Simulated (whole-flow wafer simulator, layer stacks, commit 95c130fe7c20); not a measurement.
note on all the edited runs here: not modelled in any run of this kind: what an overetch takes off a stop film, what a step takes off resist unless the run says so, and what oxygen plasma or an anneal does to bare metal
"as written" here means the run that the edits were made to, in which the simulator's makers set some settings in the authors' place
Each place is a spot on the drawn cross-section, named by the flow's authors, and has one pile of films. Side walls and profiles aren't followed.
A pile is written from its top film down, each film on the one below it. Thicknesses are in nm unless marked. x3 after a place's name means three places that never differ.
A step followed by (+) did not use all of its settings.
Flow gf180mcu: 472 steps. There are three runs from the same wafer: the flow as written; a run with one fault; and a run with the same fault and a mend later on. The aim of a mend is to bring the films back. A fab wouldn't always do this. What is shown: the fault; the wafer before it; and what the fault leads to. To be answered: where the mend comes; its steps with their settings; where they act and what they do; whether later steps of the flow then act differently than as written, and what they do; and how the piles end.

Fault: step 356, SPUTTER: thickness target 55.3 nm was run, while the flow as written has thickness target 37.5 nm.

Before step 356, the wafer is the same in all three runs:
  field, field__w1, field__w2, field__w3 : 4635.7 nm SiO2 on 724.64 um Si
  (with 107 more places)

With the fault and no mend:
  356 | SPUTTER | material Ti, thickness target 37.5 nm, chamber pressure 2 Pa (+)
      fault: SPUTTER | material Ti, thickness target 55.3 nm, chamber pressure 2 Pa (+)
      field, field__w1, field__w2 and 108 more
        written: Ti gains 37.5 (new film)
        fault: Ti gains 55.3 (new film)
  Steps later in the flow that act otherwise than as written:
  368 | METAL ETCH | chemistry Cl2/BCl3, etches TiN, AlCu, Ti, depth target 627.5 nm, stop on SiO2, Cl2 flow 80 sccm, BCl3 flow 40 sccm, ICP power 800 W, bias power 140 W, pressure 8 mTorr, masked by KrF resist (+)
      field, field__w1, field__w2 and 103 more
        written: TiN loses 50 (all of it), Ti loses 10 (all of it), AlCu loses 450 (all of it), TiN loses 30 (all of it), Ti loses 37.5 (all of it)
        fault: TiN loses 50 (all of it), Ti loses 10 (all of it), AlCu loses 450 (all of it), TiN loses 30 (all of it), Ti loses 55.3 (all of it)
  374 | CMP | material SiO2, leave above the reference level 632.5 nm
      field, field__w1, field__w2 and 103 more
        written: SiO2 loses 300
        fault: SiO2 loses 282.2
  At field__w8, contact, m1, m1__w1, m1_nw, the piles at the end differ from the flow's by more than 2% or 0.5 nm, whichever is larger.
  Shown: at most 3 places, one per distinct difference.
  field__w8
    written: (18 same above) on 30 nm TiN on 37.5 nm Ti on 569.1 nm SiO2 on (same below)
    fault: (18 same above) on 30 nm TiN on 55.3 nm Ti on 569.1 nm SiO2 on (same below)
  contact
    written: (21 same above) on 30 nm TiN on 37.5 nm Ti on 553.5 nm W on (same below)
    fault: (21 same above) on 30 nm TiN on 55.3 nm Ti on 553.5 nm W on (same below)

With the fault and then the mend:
  After step 356 comes the mend.
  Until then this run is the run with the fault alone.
  356a | METAL ETCH | chemistry Cl2/BCl3, etches TiN, AlCu, Ti, depth target 17.8 nm, Cl2 flow 80 sccm, BCl3 flow 40 sccm, ICP power 800 W, bias power 140 W, pressure 8 mTorr (the flow's step 260 again, with other settings)
      field, field__w1, field__w2 and 108 more
        Ti loses 17.8
  Later steps of the flow that are run all act as written at every place that is followed.
  At every place that both follow, the piles at the end match the flow's.
